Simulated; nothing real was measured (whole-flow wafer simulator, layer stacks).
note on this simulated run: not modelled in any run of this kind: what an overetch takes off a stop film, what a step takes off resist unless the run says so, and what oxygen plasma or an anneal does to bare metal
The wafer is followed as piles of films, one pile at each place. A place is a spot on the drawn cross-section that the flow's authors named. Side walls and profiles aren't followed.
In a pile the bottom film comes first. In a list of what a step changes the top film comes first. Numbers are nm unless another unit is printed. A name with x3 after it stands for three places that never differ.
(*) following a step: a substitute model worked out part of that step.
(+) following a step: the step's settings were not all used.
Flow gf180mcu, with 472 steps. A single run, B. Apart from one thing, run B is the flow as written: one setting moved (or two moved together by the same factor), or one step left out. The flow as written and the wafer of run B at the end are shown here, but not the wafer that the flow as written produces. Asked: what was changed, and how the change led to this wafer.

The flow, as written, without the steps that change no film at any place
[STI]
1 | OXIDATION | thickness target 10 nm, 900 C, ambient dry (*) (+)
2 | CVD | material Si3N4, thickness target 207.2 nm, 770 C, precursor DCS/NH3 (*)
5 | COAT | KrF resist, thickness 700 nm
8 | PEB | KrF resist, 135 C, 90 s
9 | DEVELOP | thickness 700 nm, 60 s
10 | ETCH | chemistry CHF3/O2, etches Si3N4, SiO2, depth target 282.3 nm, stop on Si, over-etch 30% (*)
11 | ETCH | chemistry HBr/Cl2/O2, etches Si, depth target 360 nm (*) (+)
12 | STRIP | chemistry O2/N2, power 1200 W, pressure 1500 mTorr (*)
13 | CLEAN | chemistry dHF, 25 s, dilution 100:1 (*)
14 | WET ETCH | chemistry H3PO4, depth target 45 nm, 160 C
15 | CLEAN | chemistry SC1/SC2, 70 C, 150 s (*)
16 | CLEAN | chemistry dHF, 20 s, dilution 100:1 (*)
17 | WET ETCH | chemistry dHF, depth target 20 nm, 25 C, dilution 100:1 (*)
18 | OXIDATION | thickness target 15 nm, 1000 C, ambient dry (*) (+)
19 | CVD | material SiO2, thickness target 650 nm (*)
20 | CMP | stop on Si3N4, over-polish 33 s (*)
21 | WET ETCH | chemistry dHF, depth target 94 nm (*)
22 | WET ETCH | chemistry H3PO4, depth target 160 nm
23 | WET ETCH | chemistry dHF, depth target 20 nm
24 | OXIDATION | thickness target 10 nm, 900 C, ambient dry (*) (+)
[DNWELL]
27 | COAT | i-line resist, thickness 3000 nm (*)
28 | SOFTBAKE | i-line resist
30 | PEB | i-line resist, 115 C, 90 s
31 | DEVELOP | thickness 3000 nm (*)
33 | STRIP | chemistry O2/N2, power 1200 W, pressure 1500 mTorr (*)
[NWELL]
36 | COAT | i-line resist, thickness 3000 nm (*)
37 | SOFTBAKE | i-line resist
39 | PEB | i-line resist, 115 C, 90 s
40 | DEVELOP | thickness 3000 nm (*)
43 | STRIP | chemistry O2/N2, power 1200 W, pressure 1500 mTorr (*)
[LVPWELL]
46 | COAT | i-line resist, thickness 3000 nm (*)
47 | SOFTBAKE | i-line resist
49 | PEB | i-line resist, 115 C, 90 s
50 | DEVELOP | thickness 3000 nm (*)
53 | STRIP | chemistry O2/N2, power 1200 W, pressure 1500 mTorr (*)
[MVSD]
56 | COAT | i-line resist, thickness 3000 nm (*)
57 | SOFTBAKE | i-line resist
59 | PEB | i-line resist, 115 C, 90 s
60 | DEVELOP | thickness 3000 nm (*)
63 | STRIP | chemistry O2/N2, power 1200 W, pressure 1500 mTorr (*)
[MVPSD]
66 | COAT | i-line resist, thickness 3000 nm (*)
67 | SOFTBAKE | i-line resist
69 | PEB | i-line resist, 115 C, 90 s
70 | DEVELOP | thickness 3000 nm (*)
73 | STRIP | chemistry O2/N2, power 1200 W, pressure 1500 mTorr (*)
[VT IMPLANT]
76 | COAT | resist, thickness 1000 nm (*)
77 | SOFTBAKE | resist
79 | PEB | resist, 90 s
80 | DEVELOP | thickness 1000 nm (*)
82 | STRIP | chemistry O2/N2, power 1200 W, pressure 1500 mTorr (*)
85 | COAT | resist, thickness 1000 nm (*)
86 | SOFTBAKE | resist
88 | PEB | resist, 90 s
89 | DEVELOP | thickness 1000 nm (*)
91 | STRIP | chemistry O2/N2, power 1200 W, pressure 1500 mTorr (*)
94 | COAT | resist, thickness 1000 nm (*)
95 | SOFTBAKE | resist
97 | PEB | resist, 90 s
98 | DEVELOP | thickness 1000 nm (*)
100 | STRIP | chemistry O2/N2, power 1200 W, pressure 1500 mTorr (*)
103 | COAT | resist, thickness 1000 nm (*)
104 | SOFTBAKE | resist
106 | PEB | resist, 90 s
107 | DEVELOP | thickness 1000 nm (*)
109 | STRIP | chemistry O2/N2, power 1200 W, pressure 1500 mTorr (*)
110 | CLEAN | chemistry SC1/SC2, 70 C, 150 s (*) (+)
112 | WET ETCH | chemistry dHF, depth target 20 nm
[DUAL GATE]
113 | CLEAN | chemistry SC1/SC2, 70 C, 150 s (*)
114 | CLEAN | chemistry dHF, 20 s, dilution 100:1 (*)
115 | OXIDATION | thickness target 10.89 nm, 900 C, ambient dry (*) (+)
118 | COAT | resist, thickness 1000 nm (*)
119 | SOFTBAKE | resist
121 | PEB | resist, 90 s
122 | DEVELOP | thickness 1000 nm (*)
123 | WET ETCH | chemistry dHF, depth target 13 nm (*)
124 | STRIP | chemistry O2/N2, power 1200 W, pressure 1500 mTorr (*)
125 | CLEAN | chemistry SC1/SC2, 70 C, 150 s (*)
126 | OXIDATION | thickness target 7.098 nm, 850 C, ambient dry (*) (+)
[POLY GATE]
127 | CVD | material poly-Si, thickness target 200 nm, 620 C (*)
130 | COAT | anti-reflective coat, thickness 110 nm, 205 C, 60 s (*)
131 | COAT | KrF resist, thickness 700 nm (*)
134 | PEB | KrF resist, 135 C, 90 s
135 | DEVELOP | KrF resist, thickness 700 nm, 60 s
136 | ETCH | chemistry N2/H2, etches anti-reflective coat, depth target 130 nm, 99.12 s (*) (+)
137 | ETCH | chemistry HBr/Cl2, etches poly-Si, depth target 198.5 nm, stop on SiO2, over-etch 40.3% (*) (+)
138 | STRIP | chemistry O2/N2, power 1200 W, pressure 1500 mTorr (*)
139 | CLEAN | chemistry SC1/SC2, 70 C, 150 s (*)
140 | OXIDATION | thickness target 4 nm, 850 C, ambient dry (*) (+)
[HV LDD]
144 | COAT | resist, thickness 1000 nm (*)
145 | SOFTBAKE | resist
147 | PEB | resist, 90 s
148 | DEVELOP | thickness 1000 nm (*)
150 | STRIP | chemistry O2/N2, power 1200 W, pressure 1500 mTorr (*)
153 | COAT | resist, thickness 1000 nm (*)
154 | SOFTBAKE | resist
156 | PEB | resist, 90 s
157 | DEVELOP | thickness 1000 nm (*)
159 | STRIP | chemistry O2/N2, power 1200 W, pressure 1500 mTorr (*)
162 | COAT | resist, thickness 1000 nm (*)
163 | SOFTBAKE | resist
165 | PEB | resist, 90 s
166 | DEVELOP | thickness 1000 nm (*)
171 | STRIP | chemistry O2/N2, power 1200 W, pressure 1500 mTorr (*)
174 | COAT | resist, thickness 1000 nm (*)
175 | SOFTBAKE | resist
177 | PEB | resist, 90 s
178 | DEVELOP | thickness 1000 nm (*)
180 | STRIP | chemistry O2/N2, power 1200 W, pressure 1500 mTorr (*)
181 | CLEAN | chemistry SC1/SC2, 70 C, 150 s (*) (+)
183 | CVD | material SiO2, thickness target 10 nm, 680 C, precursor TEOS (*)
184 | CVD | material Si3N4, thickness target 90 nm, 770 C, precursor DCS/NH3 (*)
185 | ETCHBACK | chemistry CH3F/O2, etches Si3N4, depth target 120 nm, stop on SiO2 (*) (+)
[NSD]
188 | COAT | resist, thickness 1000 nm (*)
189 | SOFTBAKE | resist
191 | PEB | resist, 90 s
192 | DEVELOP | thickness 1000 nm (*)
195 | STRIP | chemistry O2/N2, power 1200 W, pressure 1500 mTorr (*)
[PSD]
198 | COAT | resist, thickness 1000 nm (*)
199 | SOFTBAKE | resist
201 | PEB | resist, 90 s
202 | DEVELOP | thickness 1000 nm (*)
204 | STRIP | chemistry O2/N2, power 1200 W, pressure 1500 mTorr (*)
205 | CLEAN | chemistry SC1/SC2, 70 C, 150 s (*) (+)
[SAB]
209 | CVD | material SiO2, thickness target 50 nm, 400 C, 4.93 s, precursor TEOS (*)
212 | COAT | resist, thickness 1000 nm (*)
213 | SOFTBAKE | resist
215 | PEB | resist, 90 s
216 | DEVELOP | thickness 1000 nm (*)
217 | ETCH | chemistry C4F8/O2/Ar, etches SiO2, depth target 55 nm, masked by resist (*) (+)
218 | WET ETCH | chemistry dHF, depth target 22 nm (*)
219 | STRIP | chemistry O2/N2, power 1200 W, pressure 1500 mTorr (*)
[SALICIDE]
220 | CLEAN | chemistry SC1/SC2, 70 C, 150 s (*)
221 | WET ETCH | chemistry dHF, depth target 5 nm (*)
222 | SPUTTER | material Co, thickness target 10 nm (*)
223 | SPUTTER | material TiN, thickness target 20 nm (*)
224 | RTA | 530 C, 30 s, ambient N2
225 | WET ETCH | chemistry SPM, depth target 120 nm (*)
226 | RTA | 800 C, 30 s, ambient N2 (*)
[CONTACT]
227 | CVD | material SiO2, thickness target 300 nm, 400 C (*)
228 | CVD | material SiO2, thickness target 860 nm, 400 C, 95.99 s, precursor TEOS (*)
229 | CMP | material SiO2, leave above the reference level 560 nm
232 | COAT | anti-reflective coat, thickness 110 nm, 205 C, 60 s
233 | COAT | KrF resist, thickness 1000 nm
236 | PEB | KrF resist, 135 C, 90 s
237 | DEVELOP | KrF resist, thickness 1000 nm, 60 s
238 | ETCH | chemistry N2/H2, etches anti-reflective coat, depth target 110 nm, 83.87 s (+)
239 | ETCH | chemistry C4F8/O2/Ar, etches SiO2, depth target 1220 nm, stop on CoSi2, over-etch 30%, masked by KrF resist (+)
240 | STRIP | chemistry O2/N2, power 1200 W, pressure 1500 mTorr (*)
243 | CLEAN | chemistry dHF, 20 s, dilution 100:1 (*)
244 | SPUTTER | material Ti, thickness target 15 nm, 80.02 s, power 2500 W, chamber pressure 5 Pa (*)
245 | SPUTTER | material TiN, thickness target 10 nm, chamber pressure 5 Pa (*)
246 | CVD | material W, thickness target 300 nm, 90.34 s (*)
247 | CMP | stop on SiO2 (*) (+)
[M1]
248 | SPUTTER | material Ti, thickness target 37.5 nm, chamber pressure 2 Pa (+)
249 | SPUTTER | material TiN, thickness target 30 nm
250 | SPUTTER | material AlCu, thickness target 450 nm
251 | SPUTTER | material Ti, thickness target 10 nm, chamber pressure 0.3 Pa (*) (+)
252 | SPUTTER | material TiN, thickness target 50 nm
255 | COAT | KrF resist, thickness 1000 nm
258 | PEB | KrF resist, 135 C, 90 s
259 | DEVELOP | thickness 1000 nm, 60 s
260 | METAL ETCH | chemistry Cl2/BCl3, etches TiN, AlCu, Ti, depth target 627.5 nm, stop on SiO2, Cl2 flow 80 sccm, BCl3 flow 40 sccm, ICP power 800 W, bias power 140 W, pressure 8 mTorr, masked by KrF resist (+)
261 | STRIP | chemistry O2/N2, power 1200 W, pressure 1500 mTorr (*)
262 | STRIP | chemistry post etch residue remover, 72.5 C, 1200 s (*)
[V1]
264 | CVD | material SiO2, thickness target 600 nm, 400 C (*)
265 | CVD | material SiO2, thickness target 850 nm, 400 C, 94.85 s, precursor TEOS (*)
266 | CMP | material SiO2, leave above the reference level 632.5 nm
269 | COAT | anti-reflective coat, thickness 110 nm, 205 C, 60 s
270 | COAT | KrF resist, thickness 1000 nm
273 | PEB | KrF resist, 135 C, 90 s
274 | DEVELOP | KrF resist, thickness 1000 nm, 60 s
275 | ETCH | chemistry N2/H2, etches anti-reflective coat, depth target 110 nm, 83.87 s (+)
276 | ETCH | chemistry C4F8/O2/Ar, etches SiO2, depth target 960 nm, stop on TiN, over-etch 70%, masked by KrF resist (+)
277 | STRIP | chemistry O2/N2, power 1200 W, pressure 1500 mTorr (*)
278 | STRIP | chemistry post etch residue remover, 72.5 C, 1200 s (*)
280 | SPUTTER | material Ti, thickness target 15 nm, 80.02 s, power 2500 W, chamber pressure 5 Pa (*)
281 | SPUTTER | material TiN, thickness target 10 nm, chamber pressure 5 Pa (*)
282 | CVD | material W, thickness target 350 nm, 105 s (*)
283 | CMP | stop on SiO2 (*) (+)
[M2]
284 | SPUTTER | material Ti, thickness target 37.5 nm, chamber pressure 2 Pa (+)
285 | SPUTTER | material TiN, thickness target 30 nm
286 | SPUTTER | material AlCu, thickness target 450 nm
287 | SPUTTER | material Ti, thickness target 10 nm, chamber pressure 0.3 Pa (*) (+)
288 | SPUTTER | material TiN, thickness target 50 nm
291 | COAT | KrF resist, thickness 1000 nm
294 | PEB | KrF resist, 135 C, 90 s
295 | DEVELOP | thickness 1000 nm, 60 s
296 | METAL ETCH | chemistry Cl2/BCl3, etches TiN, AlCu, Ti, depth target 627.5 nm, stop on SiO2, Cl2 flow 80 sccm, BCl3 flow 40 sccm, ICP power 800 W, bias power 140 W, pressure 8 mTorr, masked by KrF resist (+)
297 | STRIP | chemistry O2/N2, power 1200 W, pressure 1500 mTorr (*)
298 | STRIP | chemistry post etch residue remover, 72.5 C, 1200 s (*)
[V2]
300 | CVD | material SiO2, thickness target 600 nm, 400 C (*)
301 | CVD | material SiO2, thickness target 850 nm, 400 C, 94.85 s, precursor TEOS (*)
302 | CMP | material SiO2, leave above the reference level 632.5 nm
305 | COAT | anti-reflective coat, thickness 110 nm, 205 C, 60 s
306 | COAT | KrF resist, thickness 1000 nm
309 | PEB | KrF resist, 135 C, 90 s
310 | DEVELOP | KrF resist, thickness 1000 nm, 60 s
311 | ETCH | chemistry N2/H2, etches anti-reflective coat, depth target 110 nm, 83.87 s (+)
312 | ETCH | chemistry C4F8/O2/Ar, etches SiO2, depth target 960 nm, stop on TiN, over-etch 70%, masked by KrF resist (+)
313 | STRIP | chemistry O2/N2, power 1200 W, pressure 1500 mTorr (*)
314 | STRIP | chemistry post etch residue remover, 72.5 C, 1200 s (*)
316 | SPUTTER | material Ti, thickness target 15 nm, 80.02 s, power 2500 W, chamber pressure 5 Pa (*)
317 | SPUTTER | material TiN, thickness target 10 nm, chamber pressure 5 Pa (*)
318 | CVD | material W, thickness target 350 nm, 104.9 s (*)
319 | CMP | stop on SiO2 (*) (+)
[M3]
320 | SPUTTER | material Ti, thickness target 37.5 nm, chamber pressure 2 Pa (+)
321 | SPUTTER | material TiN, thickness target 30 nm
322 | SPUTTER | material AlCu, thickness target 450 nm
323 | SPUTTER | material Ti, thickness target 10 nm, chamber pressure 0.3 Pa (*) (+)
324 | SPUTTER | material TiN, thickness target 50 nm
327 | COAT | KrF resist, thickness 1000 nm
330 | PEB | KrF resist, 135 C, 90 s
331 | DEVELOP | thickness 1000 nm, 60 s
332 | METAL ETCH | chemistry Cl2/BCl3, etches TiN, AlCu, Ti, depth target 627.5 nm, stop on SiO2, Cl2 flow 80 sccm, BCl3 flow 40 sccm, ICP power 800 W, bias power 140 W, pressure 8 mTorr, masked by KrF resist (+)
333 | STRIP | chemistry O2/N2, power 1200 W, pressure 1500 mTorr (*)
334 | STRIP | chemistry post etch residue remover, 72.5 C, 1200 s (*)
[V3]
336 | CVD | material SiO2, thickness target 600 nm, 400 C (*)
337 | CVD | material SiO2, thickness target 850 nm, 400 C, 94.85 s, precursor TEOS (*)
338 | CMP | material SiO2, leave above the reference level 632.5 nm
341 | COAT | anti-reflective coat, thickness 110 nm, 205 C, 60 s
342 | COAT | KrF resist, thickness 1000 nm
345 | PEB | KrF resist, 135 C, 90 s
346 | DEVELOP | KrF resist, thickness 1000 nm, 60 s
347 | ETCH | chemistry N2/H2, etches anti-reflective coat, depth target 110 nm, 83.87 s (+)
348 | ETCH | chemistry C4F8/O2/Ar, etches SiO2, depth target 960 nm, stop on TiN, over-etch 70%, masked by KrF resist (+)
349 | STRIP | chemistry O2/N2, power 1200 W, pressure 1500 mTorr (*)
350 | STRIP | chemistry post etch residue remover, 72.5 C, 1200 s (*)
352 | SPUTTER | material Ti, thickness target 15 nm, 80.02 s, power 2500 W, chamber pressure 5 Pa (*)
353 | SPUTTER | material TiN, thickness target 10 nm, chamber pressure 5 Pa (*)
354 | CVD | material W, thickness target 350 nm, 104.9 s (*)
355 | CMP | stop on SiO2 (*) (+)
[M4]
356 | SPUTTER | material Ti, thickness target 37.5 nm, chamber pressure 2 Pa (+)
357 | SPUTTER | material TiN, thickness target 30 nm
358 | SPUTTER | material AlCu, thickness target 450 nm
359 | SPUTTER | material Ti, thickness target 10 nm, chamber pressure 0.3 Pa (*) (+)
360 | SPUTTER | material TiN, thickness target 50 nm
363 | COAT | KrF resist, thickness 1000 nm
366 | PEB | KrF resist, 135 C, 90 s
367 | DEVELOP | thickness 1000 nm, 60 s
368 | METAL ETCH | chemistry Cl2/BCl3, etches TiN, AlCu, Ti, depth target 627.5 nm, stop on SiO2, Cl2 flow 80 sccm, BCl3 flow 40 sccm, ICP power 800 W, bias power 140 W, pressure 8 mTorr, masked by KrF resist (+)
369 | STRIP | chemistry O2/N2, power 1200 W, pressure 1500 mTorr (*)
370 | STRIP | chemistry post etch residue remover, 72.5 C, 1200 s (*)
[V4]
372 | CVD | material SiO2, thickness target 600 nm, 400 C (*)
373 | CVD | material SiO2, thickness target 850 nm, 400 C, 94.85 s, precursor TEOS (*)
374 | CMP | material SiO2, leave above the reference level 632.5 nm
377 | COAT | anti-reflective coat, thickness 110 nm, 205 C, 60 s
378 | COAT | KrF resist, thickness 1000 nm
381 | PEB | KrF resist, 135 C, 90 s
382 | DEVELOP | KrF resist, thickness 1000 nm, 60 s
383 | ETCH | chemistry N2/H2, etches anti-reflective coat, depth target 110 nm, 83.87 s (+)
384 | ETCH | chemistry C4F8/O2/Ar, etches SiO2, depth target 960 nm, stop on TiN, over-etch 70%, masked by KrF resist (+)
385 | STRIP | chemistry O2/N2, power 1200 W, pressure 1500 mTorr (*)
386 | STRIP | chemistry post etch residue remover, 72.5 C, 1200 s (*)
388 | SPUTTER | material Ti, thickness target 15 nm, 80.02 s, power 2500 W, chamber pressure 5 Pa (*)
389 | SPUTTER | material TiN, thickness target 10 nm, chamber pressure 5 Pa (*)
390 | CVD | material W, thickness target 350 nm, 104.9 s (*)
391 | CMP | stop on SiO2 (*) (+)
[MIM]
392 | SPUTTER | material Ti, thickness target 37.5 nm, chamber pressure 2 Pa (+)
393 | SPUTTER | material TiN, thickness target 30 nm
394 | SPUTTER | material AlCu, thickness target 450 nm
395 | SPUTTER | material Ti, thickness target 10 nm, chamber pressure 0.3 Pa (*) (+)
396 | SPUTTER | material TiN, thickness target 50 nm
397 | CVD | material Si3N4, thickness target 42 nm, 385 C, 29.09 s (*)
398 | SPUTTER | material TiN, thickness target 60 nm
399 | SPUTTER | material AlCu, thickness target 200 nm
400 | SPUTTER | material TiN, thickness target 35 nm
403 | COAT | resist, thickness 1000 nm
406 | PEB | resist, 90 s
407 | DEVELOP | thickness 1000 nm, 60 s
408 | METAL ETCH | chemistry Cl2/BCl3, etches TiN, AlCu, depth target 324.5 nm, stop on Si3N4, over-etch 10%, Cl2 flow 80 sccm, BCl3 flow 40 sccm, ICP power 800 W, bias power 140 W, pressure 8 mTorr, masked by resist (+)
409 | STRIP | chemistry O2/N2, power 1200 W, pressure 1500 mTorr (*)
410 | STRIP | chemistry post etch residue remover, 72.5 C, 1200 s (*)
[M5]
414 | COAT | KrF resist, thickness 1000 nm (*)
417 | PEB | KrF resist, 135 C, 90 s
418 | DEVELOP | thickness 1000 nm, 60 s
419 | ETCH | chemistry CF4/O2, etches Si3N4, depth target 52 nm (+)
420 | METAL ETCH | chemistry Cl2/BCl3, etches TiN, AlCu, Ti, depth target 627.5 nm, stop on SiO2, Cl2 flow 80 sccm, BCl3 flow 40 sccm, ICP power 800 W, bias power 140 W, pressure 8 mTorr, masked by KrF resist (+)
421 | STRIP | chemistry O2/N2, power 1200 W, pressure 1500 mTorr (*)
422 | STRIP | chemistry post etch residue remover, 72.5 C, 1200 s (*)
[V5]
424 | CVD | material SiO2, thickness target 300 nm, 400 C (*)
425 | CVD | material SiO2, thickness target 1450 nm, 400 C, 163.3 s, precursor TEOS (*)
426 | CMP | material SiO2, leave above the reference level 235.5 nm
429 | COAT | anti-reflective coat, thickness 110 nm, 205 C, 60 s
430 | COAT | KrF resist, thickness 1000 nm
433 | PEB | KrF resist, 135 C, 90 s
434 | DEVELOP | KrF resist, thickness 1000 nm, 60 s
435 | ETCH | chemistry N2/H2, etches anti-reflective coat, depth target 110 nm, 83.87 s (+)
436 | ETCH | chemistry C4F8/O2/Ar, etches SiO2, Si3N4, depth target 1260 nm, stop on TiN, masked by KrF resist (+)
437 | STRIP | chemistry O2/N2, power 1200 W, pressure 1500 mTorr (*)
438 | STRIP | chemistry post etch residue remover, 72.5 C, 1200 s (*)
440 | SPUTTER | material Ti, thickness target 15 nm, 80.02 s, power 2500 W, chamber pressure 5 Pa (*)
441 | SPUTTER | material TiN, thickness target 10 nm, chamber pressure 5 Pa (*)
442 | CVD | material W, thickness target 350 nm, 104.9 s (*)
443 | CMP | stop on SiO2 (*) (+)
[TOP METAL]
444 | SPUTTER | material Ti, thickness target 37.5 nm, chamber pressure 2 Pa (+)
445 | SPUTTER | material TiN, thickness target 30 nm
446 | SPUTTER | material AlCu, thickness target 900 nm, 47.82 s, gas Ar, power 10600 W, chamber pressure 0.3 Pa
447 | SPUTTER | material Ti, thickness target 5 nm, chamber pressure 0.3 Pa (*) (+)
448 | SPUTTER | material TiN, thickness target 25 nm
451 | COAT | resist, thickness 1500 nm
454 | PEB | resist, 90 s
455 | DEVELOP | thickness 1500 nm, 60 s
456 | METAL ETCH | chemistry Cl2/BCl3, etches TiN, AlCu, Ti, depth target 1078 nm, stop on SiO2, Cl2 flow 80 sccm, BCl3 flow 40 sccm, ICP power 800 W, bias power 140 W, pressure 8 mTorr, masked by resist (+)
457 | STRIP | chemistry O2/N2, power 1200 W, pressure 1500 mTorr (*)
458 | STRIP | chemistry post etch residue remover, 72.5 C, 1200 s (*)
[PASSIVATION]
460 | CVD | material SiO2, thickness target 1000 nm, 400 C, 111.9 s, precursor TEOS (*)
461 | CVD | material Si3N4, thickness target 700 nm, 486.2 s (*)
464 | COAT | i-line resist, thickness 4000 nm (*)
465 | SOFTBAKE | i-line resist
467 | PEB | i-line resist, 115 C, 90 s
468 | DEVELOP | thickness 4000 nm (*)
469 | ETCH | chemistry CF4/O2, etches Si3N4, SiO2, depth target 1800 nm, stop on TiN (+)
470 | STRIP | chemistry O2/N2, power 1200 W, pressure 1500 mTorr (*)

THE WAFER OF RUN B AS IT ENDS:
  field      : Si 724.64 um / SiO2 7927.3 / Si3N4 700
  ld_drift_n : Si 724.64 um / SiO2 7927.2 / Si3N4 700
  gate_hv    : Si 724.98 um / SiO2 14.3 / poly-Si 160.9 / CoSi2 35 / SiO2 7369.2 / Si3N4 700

Cause: step 424, CVD: material SiO2, thickness target 300 nm, 400 C (*), was omitted.

Step by step, how the change led to this:
  425 | CVD | material SiO2, thickness target 1450 nm, 400 C, 163.3 s, precursor TEOS (*)
      field__w4, field__w8, contact, m1, m1__w1, mim, mim_1p0, m1_nw: +1450 SiO2 (new film) (as written it would have been: +1450 SiO2)
  436 | ETCH | chemistry C4F8/O2/Ar, etches SiO2, Si3N4, depth target 1260 nm, stop on TiN, masked by KrF resist (+)
      field, field__w1, field__w2 and 108 more: -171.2 KrF resist (as written it would have been: -252 KrF resist)
      contact: -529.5 SiO2 (all of it), -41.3 Si3N4 (all of it) (as written it would have been: -829.5 SiO2 (all of it), -41.3 Si3N4 (all of it))
  437 | STRIP | chemistry O2/N2, power 1200 W, pressure 1500 mTorr (*)
      field, field__w1, field__w2 and 108 more: -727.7 KrF resist (all of it), -110 anti-reflective coat (all of it) (as written it would have been: -646.9 KrF resist (all of it), -110 anti-reflective coat (all of it))
  440 | SPUTTER | material Ti, thickness target 15 nm, 80.02 s, power 2500 W, chamber pressure 5 Pa (*)
      contact: +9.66 Ti (new film) (as written it would have been: +8.12 Ti (new film))
  441 | SPUTTER | material TiN, thickness target 10 nm, chamber pressure 5 Pa (*)
      contact: +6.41 TiN (new film) (as written it would have been: +5.38 TiN (new film))
  442 | CVD | material W, thickness target 350 nm, 104.9 s (*)
      contact: +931 W (new film) (as written it would have been: +1233.6 W (new film))
